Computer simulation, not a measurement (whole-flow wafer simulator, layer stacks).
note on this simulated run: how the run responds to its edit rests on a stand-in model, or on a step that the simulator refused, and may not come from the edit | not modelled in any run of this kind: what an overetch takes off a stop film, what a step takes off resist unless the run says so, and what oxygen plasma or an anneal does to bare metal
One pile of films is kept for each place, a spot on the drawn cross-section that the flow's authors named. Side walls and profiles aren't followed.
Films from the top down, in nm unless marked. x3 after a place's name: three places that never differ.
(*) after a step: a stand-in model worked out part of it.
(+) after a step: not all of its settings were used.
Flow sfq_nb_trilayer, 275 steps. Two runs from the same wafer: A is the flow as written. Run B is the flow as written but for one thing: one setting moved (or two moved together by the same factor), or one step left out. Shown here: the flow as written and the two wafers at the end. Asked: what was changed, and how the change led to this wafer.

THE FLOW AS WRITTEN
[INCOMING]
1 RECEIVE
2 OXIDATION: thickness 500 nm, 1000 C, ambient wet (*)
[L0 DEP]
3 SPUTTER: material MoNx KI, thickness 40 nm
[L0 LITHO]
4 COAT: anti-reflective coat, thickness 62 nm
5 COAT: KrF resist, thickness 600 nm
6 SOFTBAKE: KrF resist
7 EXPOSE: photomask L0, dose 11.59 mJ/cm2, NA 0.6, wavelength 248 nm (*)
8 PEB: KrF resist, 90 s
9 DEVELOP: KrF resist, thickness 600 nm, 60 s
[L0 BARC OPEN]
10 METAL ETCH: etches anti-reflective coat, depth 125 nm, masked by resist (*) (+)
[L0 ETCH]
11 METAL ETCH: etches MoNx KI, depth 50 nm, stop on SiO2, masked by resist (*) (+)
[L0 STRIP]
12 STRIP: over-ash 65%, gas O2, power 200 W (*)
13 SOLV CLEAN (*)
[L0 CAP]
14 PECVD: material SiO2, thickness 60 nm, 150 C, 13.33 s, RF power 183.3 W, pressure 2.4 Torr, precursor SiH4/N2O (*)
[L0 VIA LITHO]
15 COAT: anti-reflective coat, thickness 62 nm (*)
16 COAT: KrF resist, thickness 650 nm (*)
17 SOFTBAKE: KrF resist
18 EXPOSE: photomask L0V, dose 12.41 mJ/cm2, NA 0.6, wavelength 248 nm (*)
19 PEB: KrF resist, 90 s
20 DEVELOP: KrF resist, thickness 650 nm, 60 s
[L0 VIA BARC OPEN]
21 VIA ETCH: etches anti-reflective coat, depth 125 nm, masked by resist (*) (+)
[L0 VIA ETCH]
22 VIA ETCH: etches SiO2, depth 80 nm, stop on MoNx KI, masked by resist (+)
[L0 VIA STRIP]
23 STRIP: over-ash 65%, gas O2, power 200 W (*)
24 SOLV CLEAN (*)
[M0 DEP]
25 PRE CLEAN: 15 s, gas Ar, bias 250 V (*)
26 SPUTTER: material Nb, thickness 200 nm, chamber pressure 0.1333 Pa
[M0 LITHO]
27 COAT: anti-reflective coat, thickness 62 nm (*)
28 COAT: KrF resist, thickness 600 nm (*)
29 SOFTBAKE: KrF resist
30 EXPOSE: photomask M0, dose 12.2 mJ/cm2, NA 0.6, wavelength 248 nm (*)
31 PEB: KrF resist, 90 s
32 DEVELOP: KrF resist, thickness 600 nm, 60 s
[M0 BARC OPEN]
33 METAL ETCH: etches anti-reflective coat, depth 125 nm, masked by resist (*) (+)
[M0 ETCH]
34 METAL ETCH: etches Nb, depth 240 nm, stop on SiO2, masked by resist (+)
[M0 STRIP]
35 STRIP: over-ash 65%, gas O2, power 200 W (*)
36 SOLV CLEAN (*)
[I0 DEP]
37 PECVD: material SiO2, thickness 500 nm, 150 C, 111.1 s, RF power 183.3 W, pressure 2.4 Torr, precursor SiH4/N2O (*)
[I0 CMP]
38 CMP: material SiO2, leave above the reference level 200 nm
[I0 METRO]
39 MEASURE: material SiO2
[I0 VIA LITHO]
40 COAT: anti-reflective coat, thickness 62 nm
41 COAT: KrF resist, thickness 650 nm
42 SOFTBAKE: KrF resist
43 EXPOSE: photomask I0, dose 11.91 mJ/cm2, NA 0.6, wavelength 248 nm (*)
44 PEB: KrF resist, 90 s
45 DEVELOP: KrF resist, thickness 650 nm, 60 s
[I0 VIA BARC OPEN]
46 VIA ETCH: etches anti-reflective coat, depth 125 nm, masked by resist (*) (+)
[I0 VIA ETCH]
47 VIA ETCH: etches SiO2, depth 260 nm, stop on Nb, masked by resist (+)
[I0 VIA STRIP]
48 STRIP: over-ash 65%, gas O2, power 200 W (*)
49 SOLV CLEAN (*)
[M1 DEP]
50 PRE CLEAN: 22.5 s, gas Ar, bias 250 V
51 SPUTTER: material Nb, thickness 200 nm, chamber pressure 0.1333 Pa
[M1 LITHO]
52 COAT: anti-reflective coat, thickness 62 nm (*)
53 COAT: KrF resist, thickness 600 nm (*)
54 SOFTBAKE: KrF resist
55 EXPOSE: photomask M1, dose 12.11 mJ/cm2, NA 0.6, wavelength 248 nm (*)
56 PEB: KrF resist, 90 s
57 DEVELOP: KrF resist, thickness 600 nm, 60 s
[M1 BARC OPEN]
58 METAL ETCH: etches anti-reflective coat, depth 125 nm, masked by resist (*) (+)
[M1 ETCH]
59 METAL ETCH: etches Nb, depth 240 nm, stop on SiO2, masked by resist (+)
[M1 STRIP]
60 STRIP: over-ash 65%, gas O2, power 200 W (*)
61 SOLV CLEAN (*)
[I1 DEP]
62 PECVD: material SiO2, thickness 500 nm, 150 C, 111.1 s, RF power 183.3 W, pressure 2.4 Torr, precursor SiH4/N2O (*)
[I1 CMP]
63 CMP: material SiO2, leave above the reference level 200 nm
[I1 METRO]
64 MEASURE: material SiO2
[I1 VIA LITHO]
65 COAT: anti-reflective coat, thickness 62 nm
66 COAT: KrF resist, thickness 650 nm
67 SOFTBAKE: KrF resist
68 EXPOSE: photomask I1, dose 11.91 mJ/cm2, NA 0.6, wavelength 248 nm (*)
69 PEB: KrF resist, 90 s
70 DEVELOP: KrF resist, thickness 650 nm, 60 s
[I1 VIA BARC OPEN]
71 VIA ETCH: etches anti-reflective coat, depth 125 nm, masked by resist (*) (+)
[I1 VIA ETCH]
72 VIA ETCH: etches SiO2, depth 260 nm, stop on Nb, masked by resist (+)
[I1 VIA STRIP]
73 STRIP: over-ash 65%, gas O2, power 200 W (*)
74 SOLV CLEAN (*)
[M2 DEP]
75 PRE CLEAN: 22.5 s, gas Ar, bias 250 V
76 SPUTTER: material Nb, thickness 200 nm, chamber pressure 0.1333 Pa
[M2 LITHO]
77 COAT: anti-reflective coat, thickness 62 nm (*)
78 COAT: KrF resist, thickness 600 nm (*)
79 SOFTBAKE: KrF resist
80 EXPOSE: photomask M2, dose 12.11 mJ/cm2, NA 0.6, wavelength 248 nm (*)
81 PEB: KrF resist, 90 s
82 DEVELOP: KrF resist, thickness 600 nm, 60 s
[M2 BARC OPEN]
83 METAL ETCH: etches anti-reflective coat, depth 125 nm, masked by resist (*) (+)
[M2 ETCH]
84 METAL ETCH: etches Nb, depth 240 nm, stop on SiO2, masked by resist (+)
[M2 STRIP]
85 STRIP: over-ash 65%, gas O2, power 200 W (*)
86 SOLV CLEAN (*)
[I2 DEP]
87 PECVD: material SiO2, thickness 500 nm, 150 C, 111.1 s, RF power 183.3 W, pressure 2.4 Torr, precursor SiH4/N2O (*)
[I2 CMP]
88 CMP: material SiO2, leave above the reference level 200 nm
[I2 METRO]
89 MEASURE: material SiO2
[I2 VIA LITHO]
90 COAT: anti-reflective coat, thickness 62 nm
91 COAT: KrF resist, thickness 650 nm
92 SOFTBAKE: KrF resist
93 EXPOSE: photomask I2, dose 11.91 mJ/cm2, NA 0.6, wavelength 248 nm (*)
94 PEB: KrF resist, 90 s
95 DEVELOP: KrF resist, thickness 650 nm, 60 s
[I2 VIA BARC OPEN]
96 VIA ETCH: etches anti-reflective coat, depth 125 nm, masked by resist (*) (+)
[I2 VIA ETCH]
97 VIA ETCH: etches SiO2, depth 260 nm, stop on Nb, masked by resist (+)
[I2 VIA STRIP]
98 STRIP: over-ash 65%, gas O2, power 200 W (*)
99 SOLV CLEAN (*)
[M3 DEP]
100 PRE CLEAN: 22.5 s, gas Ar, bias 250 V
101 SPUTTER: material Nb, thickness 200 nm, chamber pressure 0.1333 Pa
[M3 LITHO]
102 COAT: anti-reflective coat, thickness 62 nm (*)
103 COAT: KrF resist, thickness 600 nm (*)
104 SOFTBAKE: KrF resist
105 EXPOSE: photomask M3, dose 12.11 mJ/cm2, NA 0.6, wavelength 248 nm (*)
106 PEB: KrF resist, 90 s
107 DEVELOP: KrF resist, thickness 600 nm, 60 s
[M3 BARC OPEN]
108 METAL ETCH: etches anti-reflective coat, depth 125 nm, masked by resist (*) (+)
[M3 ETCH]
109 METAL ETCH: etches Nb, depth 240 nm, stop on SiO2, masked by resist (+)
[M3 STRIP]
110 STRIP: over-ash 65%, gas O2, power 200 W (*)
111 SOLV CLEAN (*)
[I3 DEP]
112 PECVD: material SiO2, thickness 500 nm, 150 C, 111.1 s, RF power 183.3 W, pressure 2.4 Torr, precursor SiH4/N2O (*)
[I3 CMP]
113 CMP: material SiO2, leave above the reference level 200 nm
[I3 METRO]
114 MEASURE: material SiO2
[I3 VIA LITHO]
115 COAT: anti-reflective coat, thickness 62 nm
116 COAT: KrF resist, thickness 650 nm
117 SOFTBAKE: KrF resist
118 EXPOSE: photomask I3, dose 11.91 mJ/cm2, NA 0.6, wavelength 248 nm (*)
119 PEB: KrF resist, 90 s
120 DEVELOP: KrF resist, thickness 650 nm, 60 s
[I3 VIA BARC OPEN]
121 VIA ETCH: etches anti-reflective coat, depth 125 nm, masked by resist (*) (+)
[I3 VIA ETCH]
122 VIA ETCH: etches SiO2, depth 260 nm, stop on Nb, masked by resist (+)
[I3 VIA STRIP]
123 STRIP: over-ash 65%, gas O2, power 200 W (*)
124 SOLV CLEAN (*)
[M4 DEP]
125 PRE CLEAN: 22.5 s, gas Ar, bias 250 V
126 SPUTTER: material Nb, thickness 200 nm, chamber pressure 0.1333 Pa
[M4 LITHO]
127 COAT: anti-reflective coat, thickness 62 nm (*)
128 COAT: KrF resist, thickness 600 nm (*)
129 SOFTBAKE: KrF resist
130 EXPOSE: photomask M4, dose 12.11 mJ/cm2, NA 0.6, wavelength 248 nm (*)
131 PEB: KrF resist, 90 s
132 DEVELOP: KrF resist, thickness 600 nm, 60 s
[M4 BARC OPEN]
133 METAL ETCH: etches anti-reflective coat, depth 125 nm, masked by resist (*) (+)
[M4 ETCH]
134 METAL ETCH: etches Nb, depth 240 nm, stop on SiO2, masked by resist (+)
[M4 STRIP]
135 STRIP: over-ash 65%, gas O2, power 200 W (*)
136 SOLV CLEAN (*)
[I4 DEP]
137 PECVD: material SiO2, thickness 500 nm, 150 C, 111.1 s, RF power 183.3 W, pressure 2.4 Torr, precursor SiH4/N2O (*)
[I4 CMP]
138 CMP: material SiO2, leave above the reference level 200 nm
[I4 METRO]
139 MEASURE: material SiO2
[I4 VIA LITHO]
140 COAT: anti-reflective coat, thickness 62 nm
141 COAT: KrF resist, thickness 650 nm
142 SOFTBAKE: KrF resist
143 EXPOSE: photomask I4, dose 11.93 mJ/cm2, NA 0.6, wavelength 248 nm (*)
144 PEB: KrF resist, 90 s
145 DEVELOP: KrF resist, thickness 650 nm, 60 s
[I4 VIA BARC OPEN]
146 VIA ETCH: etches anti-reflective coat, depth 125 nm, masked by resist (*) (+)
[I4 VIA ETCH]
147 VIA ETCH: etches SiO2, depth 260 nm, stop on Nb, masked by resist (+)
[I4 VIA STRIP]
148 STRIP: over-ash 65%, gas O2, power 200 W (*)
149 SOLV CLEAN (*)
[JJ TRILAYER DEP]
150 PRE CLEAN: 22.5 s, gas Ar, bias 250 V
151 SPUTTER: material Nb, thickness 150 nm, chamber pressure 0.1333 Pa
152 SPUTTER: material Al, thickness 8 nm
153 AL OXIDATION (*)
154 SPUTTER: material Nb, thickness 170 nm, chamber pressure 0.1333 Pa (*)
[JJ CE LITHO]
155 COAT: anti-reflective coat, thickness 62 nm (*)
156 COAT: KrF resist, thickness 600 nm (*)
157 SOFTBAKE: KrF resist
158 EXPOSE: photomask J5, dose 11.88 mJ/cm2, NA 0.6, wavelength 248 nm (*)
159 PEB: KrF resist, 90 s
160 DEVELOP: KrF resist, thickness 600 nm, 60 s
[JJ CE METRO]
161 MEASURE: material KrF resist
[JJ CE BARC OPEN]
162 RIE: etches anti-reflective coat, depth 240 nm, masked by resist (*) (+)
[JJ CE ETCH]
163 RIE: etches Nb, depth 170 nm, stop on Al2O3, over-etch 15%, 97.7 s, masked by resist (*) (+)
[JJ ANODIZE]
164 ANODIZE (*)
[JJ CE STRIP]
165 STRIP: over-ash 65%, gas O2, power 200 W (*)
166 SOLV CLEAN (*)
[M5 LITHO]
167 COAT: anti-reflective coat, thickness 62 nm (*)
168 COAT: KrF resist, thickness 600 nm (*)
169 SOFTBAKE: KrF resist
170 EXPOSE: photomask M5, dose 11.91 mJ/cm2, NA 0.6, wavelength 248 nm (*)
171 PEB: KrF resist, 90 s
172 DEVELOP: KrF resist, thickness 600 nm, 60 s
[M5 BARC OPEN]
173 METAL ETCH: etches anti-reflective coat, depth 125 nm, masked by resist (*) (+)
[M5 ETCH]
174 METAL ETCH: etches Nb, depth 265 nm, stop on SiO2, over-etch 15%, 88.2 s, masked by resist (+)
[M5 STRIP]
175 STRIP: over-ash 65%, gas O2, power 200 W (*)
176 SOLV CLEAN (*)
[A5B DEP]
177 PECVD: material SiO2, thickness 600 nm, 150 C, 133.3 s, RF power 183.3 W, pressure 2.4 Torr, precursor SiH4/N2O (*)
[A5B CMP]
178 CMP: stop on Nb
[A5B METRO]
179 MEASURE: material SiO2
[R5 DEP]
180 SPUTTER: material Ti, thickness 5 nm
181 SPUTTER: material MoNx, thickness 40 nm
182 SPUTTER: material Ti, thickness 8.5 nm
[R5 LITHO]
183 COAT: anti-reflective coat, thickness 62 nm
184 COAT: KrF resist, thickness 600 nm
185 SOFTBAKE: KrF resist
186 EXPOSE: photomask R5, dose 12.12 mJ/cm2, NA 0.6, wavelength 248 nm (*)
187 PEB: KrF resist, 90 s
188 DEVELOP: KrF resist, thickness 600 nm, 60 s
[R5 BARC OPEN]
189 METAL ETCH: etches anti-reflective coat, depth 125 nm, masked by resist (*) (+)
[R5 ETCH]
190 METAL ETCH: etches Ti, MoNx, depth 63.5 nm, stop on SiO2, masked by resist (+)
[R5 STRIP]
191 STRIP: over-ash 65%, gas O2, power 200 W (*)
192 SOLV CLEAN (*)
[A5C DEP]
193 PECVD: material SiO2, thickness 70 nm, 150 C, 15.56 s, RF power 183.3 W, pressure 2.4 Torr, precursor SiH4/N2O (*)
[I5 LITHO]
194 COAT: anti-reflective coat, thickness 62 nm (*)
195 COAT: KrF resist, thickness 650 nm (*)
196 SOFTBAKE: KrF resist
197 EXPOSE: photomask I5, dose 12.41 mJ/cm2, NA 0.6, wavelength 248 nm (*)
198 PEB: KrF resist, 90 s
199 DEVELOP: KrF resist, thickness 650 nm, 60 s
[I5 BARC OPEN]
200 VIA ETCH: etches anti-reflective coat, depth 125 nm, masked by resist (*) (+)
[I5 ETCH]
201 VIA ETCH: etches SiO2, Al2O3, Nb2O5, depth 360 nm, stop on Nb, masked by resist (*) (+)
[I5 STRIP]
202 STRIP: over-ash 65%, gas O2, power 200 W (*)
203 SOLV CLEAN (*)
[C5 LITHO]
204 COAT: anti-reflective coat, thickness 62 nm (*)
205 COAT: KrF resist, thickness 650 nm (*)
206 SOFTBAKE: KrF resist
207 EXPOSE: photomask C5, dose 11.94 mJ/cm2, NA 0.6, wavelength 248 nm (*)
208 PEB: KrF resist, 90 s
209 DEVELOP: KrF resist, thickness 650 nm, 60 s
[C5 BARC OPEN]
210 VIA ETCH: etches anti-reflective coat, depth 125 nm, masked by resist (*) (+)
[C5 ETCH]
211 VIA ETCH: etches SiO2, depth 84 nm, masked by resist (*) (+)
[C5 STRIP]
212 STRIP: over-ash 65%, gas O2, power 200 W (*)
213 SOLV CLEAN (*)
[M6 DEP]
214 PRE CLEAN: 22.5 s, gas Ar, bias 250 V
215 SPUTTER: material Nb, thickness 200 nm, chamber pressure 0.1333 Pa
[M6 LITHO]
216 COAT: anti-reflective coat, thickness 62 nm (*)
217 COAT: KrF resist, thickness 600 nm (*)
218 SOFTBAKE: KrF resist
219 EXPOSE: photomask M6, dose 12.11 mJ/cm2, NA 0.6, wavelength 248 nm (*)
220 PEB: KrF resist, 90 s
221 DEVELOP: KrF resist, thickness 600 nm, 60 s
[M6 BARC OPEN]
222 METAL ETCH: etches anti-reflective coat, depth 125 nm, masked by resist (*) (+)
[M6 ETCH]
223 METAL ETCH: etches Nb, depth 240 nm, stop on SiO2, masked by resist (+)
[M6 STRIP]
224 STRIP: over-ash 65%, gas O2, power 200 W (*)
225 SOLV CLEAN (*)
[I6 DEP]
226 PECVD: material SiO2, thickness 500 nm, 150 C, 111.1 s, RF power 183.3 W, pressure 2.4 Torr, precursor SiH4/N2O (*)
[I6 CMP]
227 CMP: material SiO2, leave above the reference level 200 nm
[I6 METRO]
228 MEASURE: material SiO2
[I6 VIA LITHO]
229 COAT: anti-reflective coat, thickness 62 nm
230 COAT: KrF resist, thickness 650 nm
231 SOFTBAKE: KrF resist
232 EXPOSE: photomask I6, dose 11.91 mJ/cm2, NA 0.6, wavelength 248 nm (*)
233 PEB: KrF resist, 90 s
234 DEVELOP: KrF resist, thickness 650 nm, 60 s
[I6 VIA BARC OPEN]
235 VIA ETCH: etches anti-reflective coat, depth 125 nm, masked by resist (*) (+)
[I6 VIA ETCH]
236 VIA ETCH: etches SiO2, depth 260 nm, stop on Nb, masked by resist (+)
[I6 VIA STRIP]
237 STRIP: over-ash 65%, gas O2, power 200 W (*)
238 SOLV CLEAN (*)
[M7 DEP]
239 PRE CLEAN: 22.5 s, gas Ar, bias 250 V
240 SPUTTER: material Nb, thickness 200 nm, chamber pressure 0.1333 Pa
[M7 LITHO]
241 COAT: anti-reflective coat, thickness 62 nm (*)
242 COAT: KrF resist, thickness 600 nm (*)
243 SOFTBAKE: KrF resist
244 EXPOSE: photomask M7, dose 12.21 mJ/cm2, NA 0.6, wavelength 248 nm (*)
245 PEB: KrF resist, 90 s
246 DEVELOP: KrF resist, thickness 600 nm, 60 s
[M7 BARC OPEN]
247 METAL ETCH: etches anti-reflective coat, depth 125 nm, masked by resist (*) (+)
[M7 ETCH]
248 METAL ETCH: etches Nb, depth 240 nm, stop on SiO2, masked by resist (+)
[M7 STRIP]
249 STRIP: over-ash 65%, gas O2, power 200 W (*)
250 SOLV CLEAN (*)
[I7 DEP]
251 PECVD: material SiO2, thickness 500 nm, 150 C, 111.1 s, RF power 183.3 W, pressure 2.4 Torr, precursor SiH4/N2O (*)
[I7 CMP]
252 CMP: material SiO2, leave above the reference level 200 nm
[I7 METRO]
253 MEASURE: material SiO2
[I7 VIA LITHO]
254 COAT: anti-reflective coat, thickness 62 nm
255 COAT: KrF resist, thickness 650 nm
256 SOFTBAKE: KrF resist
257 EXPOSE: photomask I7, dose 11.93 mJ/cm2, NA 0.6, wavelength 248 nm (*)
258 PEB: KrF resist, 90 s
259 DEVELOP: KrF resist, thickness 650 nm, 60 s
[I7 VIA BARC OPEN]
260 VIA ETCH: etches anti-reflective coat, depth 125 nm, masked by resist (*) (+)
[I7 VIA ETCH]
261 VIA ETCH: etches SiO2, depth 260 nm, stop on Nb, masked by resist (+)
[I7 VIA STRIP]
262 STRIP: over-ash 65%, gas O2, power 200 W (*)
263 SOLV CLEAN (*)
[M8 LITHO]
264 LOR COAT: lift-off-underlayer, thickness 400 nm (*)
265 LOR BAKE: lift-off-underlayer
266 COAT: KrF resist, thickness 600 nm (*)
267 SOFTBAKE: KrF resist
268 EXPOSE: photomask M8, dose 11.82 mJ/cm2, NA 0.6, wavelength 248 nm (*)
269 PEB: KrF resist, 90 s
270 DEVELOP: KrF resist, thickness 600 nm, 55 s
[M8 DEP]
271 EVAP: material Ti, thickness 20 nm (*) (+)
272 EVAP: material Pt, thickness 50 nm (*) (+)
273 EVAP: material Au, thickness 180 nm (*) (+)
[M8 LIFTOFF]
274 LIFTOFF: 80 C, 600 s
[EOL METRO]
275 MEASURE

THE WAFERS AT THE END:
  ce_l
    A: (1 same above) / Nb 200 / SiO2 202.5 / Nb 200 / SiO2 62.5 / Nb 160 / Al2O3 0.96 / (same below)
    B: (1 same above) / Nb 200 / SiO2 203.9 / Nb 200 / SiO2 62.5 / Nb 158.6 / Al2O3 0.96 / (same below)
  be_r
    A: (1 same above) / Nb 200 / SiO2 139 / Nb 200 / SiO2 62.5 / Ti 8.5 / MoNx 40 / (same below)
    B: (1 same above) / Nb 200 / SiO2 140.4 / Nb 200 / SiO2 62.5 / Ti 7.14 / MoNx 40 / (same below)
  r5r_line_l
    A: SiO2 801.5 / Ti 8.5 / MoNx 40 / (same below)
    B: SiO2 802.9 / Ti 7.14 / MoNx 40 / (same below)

The cause: step 182, SPUTTER: thickness 7.14 nm was run, where the flow has thickness 8.5 nm.
It can be read off the wafer: be_r has Ti 7.14, and step 182 as written asks for 8.5 nm.

How the change led to this, step by step:
  182 SPUTTER: material Ti, thickness 8.5 nm
      field_l, v_sur, via_wl and 103 more: A Ti +8.5 (new film) | B Ti +7.14 (new film)
  190 METAL ETCH: etches Ti, MoNx, depth 63.5 nm, stop on SiO2, masked by resist (+)
      field_l, v_sur, via_wl and 92 more: A Ti -8.5 (all of it), MoNx -40 (all of it), Ti -5 (all of it) | B Ti -7.14 (all of it), MoNx -40 (all of it), Ti -5 (all of it)
      ce_l, c5j, ce_r, wl_jj: A Ti -8.5 (all of it), MoNx -40 (all of it), Ti -5 (all of it), Nb -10 | B Ti -7.14 (all of it), MoNx -40 (all of it), Ti -5 (all of it), Nb -11.4
